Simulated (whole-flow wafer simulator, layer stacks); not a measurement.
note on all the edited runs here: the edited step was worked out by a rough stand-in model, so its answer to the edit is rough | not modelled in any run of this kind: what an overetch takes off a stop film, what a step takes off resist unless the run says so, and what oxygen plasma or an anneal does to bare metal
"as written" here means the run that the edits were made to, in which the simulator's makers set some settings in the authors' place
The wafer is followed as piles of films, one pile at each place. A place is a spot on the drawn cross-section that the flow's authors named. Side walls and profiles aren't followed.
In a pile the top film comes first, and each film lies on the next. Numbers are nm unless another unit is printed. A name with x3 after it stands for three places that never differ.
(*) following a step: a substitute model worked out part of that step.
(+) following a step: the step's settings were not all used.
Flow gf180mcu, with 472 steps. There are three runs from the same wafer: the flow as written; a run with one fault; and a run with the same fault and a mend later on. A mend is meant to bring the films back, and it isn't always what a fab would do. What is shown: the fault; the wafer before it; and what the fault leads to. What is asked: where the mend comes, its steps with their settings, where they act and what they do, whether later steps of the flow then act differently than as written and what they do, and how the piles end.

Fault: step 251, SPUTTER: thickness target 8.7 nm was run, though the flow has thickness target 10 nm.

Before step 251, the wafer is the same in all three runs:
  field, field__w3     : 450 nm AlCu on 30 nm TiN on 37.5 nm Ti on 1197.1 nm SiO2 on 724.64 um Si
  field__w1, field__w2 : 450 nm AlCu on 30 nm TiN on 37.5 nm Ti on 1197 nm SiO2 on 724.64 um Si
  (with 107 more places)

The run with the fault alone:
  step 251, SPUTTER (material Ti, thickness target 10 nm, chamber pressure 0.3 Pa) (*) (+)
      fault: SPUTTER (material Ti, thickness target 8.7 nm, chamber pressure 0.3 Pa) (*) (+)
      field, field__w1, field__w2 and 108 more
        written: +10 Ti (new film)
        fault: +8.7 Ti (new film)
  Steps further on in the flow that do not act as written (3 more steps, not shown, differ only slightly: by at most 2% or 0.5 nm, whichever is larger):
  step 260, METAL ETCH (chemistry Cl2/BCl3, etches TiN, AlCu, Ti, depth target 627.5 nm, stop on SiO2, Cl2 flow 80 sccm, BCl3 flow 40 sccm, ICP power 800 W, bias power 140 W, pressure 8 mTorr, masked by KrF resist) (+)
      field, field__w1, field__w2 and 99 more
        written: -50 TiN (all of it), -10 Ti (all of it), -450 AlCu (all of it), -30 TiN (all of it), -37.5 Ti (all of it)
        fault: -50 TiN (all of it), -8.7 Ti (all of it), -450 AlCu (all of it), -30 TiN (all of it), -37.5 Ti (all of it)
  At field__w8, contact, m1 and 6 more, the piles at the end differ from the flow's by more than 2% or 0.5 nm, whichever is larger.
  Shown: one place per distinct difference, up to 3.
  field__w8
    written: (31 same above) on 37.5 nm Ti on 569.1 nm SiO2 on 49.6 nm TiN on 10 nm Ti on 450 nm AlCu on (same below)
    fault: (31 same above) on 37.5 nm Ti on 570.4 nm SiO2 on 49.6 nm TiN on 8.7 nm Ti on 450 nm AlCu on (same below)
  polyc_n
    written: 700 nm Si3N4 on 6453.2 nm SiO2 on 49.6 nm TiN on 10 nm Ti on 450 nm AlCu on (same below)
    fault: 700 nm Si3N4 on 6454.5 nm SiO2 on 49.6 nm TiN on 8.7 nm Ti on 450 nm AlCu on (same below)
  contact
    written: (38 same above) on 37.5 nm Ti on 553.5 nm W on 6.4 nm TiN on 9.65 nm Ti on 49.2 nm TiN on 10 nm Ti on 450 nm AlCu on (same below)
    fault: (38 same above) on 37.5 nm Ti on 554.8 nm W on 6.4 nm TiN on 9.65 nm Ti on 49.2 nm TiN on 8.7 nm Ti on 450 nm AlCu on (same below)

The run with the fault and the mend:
  After step 251 comes the mend.
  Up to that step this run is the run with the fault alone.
  step 251a, SPUTTER (material Ti, thickness target 1.3 nm, chamber pressure 0.3 Pa) (*) (+) (the flow's step 251 again, with other settings)
      field, field__w1, field__w2 and 108 more
        +1.3 Ti
  Later steps of the flow that are run all act as written at every place that is followed.
  The piles end the same as the flow's at every place that both follow.
